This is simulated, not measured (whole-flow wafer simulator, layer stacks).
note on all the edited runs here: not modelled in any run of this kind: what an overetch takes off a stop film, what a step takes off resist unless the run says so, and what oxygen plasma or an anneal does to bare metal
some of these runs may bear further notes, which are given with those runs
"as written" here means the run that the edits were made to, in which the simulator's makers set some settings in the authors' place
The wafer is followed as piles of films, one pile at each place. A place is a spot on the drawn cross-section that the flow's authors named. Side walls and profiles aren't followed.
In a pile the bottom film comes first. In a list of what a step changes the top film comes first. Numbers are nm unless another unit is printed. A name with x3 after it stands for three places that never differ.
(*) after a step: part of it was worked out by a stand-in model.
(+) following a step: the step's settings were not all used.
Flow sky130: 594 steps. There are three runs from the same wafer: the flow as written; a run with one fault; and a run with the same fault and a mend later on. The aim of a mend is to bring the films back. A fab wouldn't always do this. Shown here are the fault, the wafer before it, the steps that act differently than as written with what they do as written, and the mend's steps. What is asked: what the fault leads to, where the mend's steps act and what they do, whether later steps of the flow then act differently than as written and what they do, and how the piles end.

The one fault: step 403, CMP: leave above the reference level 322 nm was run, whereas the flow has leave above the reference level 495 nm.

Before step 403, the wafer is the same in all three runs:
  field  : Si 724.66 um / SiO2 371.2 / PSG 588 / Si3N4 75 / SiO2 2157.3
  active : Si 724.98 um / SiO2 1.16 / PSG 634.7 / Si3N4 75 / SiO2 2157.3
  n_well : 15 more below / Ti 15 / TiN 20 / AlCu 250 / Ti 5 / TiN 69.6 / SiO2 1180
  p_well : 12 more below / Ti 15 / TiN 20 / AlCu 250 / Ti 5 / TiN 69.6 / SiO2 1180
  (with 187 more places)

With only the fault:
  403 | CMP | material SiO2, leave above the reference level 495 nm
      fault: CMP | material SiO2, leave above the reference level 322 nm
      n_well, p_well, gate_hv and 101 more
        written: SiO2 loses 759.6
        fault: SiO2 loses 932.6
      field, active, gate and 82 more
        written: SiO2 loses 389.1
        fault: SiO2 loses 562.1
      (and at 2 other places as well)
  Steps later in the flow that act otherwise than as written (not shown: 1 more step that differs only slightly, by at most 2% or 0.5 nm, whichever is larger):
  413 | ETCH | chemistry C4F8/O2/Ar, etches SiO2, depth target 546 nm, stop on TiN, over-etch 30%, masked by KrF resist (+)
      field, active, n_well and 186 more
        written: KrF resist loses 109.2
        fault: KrF resist loses 64.3
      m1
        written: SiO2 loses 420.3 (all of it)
        fault: SiO2 loses 247.3 (all of it)
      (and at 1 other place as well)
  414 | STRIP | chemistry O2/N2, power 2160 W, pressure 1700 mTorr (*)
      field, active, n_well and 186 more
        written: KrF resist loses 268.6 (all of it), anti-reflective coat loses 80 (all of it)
        fault: KrF resist loses 313.5 (all of it), anti-reflective coat loses 80 (all of it)
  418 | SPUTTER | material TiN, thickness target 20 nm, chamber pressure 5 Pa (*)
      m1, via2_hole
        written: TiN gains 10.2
        fault: TiN gains 12.7
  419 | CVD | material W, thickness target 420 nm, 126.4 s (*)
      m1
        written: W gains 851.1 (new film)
        fault: W gains 675.6 (new film)
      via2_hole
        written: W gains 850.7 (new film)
        fault: W gains 675.2 (new film)
  By the end, the piles at field, active, n_well and 190 more depart from the flow's by more than 2% or 0.5 nm, whichever is larger.
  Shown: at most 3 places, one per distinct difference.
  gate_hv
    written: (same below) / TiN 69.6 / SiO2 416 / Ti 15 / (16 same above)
    fault: (same below) / TiN 69.6 / SiO2 243 / Ti 15 / (16 same above)
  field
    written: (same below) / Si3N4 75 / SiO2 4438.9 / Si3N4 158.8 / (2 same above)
    fault: (same below) / Si3N4 75 / SiO2 4265.9 / Si3N4 158.8 / (2 same above)
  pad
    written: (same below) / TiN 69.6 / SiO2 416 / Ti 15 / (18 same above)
    fault: (same below) / TiN 69.6 / SiO2 243 / Ti 15 / (18 same above)

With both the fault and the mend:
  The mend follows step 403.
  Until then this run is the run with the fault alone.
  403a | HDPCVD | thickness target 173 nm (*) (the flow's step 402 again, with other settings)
      field, active, n_well and 188 more
        SiO2 gains 173
  Later steps of the flow that are run all act as written at every place that is followed, up to a difference of at most 2% or 0.5 nm, whichever is larger.
  By the end, the piles equal the flow's at every place that both follow.
